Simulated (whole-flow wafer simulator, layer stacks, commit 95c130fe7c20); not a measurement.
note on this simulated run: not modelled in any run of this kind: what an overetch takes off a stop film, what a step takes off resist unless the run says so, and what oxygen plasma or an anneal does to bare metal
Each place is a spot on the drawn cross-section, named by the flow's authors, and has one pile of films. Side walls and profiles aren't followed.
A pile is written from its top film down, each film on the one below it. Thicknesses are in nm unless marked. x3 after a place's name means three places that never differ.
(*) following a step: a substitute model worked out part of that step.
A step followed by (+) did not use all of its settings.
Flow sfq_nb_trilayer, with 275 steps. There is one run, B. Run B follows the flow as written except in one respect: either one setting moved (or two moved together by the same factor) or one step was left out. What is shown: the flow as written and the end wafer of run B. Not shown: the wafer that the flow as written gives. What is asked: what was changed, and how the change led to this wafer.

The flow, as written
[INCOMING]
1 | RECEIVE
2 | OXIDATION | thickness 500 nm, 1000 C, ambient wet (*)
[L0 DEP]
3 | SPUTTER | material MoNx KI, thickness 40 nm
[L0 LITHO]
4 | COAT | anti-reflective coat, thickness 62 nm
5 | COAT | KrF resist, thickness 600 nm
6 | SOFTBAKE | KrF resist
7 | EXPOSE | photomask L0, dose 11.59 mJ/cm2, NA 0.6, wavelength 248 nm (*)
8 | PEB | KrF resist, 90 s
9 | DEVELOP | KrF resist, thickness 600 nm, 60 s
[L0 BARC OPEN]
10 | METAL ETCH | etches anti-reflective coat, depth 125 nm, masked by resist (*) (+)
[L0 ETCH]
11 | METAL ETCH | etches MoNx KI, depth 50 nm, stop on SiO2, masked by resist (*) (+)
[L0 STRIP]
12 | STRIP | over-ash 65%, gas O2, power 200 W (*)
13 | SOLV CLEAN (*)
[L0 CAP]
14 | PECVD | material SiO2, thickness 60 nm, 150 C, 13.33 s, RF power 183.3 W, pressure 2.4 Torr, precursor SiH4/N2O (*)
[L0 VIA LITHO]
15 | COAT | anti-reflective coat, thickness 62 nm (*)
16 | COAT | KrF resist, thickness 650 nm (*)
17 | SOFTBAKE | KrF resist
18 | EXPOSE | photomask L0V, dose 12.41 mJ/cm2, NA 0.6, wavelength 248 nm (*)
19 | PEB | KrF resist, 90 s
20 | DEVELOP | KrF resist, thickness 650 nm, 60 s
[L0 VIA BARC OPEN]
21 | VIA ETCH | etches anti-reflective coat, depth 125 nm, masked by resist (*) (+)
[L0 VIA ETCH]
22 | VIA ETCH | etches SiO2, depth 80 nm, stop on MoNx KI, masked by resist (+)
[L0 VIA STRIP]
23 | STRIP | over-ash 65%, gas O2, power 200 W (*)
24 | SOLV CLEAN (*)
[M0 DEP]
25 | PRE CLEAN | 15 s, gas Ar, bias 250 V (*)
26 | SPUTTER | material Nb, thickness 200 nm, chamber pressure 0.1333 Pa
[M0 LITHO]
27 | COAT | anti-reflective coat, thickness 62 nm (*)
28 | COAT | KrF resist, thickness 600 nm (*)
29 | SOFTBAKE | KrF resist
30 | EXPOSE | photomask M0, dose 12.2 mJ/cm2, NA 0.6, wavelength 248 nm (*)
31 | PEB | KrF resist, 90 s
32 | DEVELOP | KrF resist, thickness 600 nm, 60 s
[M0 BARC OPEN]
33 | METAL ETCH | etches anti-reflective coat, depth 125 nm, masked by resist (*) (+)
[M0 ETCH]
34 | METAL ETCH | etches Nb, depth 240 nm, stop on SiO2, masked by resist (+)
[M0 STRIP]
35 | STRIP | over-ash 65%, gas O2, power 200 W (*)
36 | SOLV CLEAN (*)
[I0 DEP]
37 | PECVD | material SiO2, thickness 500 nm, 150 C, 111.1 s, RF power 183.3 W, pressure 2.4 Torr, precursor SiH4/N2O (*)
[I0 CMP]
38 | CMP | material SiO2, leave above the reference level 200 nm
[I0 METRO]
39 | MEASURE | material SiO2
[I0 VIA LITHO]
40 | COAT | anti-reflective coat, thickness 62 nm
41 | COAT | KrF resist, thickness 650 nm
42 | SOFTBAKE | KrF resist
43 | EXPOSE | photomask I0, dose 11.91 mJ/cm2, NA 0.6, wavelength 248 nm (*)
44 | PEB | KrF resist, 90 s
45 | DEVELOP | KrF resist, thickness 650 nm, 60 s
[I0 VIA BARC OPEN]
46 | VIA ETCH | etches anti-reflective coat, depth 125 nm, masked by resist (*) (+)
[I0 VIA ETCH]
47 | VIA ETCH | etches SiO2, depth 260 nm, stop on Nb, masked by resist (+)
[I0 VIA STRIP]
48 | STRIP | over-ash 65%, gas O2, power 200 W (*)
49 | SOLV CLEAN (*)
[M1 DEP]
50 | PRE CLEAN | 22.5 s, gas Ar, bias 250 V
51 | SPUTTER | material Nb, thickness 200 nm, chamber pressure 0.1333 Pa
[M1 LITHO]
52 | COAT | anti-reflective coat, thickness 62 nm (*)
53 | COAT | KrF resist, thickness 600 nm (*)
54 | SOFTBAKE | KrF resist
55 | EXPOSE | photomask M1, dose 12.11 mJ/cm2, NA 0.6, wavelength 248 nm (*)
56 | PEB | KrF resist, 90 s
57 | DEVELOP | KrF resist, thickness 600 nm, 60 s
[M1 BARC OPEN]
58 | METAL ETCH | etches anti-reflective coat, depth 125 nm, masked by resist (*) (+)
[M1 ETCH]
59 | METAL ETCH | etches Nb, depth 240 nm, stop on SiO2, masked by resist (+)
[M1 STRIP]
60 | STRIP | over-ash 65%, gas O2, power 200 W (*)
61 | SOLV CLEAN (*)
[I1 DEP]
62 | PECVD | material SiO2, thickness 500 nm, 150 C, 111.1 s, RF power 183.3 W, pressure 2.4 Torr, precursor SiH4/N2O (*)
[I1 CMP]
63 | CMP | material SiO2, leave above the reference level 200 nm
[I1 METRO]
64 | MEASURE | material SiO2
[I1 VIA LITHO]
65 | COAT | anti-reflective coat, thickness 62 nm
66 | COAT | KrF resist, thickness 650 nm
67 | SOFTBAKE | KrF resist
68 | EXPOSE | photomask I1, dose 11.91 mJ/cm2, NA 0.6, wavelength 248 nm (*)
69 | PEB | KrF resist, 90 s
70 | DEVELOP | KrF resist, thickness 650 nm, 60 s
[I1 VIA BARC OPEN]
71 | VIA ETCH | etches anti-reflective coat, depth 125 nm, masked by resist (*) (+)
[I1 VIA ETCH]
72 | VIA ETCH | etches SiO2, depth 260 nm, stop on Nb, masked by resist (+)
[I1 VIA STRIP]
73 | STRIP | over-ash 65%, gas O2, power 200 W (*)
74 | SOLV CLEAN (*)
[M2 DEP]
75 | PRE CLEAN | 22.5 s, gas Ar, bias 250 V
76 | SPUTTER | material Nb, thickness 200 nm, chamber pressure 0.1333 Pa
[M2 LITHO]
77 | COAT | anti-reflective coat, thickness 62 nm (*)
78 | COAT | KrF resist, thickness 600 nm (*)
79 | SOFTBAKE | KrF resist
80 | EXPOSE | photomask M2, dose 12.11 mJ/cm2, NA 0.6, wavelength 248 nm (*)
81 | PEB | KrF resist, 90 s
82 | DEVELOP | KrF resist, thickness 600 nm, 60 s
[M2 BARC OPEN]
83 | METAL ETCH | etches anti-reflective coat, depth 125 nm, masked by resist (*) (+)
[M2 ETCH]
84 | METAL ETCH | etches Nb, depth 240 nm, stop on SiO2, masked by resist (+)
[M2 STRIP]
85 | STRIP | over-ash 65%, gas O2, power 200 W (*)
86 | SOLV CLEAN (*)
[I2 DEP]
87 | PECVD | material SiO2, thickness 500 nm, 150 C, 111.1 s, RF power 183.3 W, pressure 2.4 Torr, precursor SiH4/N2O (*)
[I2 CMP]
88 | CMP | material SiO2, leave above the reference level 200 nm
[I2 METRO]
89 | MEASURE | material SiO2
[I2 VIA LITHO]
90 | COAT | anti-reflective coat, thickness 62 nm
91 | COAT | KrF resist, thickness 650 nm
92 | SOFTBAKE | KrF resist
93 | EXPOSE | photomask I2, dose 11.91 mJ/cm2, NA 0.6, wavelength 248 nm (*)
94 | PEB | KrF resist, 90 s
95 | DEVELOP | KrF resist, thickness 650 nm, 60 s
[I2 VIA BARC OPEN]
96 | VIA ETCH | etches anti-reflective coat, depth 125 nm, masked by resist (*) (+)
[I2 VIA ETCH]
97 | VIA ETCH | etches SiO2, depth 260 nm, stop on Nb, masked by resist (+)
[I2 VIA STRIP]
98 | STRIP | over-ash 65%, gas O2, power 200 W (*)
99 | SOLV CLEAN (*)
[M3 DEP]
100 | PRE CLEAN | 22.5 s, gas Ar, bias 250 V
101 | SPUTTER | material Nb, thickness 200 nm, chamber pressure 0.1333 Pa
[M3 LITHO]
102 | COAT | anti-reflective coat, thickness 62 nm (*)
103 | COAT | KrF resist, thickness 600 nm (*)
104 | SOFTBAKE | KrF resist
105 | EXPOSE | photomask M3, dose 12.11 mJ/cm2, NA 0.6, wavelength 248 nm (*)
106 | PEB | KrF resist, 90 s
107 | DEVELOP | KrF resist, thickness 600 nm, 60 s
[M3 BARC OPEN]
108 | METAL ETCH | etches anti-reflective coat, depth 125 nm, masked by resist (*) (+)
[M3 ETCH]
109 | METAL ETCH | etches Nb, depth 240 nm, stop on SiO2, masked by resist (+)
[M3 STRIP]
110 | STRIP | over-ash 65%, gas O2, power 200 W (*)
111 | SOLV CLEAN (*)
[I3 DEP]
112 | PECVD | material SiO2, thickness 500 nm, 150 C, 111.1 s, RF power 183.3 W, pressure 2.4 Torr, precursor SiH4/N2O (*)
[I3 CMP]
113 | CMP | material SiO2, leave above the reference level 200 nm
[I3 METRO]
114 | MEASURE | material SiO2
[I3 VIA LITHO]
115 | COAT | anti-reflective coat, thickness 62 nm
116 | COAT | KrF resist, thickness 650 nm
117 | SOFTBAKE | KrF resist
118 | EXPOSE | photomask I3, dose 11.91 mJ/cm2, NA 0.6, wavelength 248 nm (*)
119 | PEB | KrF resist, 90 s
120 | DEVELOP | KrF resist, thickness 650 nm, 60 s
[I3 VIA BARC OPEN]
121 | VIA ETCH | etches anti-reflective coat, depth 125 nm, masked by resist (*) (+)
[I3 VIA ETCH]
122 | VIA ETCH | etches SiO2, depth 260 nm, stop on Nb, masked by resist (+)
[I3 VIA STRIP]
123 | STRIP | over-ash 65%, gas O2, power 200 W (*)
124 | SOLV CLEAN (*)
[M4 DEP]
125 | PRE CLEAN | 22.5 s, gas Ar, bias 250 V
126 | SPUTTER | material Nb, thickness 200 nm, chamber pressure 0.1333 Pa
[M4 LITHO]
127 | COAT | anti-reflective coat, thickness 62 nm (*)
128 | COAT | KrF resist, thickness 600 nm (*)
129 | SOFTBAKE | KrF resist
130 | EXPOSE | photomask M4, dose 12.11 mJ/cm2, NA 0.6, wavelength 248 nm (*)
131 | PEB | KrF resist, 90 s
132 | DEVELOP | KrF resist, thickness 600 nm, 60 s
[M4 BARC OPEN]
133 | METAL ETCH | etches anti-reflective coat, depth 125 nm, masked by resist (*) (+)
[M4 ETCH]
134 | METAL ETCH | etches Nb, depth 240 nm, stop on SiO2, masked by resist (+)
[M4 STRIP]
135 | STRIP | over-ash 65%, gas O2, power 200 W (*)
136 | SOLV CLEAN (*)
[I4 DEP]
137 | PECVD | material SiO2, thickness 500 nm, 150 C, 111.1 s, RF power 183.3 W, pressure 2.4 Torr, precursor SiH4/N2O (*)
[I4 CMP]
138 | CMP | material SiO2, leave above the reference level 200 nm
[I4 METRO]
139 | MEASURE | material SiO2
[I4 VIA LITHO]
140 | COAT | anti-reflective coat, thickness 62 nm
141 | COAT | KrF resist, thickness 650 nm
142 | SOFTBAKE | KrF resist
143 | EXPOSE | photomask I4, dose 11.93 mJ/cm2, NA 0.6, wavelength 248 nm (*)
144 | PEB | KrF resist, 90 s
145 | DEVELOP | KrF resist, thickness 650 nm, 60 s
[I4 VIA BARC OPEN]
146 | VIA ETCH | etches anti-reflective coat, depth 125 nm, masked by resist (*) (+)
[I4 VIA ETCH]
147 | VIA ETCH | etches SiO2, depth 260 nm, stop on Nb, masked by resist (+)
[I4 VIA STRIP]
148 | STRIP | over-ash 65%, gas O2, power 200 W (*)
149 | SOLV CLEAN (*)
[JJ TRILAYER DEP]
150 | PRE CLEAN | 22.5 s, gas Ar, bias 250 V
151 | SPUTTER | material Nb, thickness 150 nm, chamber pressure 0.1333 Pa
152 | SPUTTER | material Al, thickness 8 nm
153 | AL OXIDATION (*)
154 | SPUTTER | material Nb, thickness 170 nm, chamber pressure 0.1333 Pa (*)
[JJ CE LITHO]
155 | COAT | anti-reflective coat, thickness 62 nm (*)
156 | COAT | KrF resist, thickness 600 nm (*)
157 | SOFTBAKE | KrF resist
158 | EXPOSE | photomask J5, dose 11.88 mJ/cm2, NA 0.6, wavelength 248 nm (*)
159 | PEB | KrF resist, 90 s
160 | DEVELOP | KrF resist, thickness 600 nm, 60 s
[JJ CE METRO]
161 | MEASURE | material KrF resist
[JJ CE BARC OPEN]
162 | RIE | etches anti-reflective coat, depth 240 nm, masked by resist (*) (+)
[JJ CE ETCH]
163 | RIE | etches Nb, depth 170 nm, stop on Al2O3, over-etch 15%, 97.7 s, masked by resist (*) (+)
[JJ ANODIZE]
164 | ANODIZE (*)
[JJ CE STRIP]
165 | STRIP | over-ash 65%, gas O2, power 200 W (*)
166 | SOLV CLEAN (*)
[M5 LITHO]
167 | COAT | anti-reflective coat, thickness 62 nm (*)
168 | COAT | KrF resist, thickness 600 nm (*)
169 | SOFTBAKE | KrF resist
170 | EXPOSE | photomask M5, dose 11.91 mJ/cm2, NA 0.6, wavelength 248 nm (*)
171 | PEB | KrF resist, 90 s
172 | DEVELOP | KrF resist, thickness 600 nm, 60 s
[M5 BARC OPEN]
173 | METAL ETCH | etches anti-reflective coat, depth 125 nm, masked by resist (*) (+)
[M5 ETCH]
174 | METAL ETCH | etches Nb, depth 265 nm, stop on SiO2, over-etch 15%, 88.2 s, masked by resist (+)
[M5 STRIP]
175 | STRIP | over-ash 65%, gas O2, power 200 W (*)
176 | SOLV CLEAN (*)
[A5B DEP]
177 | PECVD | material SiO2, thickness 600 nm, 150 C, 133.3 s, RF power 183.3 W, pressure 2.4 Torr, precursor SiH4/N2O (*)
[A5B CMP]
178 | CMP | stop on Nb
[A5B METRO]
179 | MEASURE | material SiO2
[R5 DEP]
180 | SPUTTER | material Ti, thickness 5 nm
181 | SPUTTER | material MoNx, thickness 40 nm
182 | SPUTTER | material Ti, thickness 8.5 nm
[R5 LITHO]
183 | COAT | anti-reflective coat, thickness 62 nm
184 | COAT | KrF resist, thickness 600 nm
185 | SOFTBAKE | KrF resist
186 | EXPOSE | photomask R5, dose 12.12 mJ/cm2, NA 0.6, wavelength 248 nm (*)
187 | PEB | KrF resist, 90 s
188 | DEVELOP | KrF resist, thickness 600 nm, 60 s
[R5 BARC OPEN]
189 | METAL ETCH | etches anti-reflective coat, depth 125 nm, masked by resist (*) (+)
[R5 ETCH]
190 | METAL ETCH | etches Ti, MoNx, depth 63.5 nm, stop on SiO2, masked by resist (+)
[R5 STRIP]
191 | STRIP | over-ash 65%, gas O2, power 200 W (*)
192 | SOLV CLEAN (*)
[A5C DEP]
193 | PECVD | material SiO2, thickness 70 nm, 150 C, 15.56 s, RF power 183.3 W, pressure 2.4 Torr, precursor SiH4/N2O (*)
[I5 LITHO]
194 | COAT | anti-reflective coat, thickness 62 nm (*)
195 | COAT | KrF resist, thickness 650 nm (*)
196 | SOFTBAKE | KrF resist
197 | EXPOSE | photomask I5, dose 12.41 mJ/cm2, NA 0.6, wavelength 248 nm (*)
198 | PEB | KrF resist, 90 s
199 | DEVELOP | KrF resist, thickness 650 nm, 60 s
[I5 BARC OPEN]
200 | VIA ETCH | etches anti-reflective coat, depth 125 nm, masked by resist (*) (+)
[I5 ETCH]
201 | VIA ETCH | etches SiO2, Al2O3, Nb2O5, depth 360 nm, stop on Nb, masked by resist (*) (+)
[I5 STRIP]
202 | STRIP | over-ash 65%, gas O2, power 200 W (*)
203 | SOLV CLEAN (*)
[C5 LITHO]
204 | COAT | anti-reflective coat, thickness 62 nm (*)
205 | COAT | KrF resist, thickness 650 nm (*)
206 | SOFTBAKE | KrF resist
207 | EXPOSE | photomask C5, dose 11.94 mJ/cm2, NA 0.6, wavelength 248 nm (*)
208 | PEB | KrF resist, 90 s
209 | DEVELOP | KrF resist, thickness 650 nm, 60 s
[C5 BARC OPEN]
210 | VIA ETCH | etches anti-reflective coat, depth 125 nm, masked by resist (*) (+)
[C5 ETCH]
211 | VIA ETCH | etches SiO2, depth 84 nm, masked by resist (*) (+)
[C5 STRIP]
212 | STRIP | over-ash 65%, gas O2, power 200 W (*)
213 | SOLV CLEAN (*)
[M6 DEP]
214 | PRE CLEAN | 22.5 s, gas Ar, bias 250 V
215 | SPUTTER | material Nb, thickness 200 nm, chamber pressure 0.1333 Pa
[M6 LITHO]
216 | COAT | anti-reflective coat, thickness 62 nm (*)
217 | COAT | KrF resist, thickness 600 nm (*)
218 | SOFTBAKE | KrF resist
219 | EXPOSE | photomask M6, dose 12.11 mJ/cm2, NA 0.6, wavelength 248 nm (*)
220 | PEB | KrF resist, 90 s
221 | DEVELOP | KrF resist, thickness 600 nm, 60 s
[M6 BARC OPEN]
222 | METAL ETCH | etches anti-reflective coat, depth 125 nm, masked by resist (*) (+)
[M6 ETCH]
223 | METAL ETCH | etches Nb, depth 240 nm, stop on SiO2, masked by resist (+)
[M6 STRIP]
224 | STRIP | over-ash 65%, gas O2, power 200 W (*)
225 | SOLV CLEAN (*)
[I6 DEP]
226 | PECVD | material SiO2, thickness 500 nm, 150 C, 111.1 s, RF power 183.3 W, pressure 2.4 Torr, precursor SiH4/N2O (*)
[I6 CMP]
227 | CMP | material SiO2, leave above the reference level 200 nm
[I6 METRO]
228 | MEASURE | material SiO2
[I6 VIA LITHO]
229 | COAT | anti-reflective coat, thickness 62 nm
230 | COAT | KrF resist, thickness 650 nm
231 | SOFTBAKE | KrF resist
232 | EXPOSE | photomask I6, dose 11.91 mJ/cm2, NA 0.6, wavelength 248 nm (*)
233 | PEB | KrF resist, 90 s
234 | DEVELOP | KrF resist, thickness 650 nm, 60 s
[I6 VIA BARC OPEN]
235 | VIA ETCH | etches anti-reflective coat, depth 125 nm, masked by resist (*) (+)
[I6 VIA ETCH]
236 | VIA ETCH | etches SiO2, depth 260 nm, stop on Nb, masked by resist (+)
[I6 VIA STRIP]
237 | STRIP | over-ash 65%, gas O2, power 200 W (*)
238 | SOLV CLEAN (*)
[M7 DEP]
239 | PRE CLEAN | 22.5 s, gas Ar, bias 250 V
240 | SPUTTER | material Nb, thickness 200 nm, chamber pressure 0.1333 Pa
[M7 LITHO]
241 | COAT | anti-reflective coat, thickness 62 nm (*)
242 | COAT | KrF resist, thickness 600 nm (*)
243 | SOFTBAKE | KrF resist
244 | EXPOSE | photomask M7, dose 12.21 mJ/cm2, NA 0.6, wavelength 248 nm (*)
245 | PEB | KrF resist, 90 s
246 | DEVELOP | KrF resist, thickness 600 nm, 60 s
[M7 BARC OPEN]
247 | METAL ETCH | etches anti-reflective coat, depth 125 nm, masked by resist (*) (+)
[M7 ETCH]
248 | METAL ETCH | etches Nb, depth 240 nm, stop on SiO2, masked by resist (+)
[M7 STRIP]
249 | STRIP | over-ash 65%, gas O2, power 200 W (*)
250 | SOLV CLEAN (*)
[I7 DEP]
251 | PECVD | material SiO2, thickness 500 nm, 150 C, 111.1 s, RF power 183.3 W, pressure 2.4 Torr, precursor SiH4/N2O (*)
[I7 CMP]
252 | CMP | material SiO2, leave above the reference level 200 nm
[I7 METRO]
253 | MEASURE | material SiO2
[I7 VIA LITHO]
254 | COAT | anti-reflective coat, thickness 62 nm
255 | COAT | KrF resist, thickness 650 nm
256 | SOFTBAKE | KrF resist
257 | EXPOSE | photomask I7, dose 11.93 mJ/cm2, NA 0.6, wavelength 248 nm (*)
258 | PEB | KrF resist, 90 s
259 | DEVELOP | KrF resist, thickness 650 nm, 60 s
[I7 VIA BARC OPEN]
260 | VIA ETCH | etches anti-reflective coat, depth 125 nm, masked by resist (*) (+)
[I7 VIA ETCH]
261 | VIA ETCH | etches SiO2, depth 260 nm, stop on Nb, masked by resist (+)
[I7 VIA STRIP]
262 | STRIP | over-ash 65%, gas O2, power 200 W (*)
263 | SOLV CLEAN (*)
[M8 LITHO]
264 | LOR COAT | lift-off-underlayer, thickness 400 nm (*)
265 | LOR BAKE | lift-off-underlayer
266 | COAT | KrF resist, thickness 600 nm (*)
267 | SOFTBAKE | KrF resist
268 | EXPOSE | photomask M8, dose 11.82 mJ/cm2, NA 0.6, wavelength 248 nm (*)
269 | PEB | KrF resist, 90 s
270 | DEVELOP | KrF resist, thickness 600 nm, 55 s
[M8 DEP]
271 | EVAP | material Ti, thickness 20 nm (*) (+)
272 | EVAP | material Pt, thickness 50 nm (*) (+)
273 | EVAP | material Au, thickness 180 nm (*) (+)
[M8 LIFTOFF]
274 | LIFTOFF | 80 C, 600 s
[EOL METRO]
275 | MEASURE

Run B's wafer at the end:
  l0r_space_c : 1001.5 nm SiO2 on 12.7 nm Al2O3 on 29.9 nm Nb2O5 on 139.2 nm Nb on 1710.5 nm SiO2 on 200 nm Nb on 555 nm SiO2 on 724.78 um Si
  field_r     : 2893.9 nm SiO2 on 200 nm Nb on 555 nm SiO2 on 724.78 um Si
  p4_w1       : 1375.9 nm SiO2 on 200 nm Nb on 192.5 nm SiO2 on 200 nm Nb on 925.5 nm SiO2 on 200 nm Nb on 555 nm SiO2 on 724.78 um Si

The reason: step 76, SPUTTER: thickness 148 nm was run, while the flow as written has thickness 200 nm.

The path from the change to this, step by step:
  76 | SPUTTER | material Nb, thickness 200 nm, chamber pressure 0.1333 Pa
      field_l, v_sur, via_wl and 102 more: Nb gains 148 (new film) (as written it would have been: Nb gains 200 (new film))
      via_v: Nb gains 129.8 (as written it would have been: Nb gains 174.5)
  77 | COAT | anti-reflective coat, thickness 62 nm (*)
      via_v: anti-reflective coat gains 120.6 (new film) (as written it would have been: anti-reflective coat gains 123.1 (new film))
  84 | METAL ETCH | etches Nb, depth 240 nm, stop on SiO2, masked by resist (+)
      field_l, be, be_sur and 81 more: Nb loses 148 (all of it) (as written it would have been: Nb loses 200 (all of it))
      v_sur, via_wl, via_w and 19 more: KrF resist loses 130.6 (as written it would have been: KrF resist loses 141.2)
  85 | STRIP | over-ash 65%, gas O2, power 200 W (*)
      wl_j_sl, wl_jj, wl_j_sr and 12 more: KrF resist loses 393 (all of it), anti-reflective coat loses 62 (all of it) (as written it would have been: KrF resist loses 382.4 (all of it), anti-reflective coat loses 62 (all of it))
      v_sur: KrF resist loses 390.7 (all of it), anti-reflective coat loses 61.4 (all of it) (as written it would have been: KrF resist loses 380 (all of it), anti-reflective coat loses 61.4 (all of it))
      (and at 6 other places as well)
  87 | PECVD | material SiO2, thickness 500 nm, 150 C, 111.1 s, RF power 183.3 W, pressure 2.4 Torr, precursor SiH4/N2O (*)
      via_v: SiO2 gains 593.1 (new film) (as written it would have been: SiO2 gains 606 (new film))
  88 | CMP | material SiO2, leave above the reference level 200 nm
      field_l, be, be_sur and 81 more: SiO2 loses 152 (as written it would have been: SiO2 loses 100)
      via_v: SiO2 loses 175.9 (as written it would have been: SiO2 loses 181.6)
